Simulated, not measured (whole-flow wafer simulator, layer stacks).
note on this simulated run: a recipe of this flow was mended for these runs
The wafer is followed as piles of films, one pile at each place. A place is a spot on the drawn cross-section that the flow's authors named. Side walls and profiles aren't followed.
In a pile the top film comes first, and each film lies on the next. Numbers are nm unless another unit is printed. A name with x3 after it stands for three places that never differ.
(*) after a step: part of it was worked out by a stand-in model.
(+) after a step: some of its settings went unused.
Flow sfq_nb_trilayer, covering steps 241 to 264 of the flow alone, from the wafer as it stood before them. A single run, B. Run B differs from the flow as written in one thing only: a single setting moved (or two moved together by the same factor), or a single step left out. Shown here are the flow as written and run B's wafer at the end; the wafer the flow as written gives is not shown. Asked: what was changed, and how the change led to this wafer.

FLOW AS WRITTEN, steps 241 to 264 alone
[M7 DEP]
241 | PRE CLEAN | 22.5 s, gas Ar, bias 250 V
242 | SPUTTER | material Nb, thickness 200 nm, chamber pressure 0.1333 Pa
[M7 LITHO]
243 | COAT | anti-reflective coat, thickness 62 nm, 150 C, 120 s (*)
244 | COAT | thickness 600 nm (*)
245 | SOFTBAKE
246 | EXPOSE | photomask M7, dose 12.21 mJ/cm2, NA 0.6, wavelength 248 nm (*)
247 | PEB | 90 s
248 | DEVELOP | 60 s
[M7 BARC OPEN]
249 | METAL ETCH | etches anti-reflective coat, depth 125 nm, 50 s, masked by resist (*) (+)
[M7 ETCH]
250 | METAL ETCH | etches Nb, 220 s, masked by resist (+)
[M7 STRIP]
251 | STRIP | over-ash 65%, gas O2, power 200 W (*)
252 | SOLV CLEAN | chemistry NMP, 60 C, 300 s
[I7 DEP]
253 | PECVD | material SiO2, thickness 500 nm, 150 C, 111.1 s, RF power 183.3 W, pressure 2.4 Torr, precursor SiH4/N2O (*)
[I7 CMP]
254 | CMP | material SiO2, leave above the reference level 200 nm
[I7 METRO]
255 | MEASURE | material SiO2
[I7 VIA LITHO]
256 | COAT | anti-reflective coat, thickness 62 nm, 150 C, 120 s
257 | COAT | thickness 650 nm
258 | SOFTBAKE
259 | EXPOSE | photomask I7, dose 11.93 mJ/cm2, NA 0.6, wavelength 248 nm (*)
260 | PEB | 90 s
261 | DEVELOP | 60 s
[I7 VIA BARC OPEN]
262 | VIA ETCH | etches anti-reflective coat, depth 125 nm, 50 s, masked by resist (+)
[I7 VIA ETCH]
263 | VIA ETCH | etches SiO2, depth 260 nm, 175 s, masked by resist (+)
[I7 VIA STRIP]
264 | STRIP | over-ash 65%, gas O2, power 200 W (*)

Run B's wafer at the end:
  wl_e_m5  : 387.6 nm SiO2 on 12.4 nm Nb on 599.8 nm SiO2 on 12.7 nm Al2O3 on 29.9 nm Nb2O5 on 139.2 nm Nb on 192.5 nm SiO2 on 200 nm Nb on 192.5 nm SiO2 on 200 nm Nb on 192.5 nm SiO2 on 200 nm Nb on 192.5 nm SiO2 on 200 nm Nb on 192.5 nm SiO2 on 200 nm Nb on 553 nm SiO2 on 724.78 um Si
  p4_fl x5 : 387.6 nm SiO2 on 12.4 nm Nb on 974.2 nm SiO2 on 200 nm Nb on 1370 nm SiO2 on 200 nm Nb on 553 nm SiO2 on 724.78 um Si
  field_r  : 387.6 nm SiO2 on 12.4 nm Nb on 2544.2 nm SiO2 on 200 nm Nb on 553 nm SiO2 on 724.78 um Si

What caused this: step 250, METAL ETCH: 172 s was run, while the flow as written has 220 s.

How this came from the change, step by step:
  250 | METAL ETCH | etches Nb, 220 s, masked by resist (+)
      field_l, field_r, lsp_l and 62 more: Nb loses 187.6 (it would be, as written: Nb loses 200 (all of it), SiO2 loses 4)
      v_sur, via_wl, via_w and 38 more: KrF-resist-other-grade loses 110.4 (it would be, as written: KrF-resist-other-grade loses 141.2)
  251 | STRIP | over-ash 65%, gas O2, power 200 W (*)
      wl_j_sl x2, wl_jj, wl_a_sl x3 and 11 more: KrF-resist-other-grade loses 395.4 (all of it), anti-reflective coat loses 62 (all of it) (it would be, as written: KrF-resist-other-grade loses 364.6 (all of it), anti-reflective coat loses 62 (all of it))
      ln_m5, lsp_m, ln_m6, lsp_r: KrF-resist-other-grade loses 394.8 (all of it), anti-reflective coat loses 62.3 (all of it) (it would be, as written: KrF-resist-other-grade loses 364 (all of it), anti-reflective coat loses 62.3 (all of it))
      (as well as at 20 more places)
  253 | PECVD | material SiO2, thickness 500 nm, 150 C, 111.1 s, RF power 183.3 W, pressure 2.4 Torr, precursor SiH4/N2O (*)
      field_l, p4_fl x5, p4_w1 x9 and 44 more: SiO2 gains 500 (new film) (it would be, as written: SiO2 gains 500)
      field_r, lsp_l: SiO2 gains 479 (new film) (it would be, as written: SiO2 gains 477.2)
      (as well as at 4 more places)
  254 | CMP | material SiO2, leave above the reference level 200 nm
      field_l, p4_fl x5, p4_w1 x9 and 44 more: SiO2 loses 112.4 (it would be, as written: SiO2 loses 96)
      field_r, lsp_l: SiO2 loses 91.4 (it would be, as written: SiO2 loses 73.2)
      (as well as at 2 more places)
If metal films that touch count as one body, wl_e_m5 has 7 bodies (between them, from the top down: SiO2 599.8 / Al2O3 12.7 / Nb2O5 29.9; SiO2 192.5; SiO2 192.5; SiO2 192.5; SiO2 192.5; SiO2 192.5); the flow as written gives 6 bodies (between them, from the top down: SiO2 192.5; SiO2 192.5; SiO2 192.5; SiO2 192.5; SiO2 192.5).
If metal films that touch count as one body, p4_fl x5 has 3 bodies (between them, from the top down: SiO2 974.2; SiO2 1370); the flow as written gives 2 bodies (between them, from the top down: SiO2 1370).
If metal films that touch count as one body, field_r has 2 bodies (between them, from the top down: SiO2 2544.2); the flow as written gives 1 body.
